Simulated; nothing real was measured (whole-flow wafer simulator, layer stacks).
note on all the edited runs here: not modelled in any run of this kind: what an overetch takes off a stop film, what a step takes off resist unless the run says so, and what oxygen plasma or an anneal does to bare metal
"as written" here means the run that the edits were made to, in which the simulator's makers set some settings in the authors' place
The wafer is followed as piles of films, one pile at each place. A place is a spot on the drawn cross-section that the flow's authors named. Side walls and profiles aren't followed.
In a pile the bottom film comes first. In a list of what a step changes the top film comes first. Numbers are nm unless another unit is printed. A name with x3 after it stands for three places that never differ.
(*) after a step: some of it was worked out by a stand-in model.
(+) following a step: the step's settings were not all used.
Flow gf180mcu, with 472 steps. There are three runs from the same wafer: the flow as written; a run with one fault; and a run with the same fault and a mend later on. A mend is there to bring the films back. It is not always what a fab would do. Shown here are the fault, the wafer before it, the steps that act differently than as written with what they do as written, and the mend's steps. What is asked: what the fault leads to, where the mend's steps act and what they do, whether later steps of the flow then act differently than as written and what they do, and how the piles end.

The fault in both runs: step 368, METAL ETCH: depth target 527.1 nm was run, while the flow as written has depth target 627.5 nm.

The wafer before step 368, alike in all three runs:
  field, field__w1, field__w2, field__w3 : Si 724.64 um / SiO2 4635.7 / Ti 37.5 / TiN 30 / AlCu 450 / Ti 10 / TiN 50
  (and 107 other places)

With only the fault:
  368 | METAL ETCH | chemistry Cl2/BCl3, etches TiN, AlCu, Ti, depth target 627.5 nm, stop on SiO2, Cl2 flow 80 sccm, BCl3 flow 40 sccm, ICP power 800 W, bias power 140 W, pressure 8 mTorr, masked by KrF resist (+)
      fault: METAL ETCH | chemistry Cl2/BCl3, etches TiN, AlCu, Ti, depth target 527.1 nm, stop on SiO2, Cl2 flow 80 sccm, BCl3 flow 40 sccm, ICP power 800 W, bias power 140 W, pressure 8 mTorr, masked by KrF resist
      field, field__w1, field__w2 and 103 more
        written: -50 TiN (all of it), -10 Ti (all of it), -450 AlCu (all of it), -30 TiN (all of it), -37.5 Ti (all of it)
        fault: -50 TiN (all of it), -10 Ti (all of it), -450 AlCu (all of it), -17.1 TiN
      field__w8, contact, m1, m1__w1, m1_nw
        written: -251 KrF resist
        fault: -210.8 KrF resist
  Later steps of the flow acting differently than as written (1 more step, not shown, differs only slightly: by at most 2% or 0.5 nm, whichever is larger):
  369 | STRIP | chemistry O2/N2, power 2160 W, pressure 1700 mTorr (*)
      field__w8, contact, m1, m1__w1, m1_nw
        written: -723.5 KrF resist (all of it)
        fault: -763.7 KrF resist (all of it)
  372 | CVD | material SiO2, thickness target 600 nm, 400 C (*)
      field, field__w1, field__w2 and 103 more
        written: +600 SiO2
        fault: +600 SiO2 (new film)
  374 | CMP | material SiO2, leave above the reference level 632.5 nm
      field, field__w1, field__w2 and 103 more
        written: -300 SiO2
        fault: -350 SiO2
  By the end, the piles at field, field__w1, field__w2 and 104 more depart from the flow's by more than 2% or 0.5 nm, whichever is larger.
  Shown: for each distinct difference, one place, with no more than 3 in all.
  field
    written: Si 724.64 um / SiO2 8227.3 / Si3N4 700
    fault: Si 724.64 um / SiO2 4635.7 / Ti 37.5 / TiN 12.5 / SiO2 3541.6 / Si3N4 700
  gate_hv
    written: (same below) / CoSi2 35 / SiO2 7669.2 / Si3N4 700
    fault: (same below) / CoSi2 35 / SiO2 4077.6 / Ti 37.5 / TiN 12.5 / SiO2 3541.6 / Si3N4 700
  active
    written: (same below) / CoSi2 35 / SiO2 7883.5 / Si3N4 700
    fault: (same below) / CoSi2 35 / SiO2 4291.9 / Ti 37.5 / TiN 12.5 / SiO2 3541.6 / Si3N4 700

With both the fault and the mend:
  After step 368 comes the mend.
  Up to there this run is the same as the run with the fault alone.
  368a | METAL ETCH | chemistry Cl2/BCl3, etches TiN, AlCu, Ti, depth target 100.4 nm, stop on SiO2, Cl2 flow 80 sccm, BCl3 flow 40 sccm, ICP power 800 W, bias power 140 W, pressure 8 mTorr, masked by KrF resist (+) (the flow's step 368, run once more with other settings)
      field, field__w1, field__w2 and 103 more
        -12.9 TiN (all of it), -37.5 Ti (all of it)
      field__w8, contact, m1, m1__w1, m1_nw
        -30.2 KrF resist
  Later steps of the flow that are run all act as written at every place that is followed, up to a difference of at most 2% or 0.5 nm, whichever is larger.
  The piles end the same as the flow's at every place that both follow.
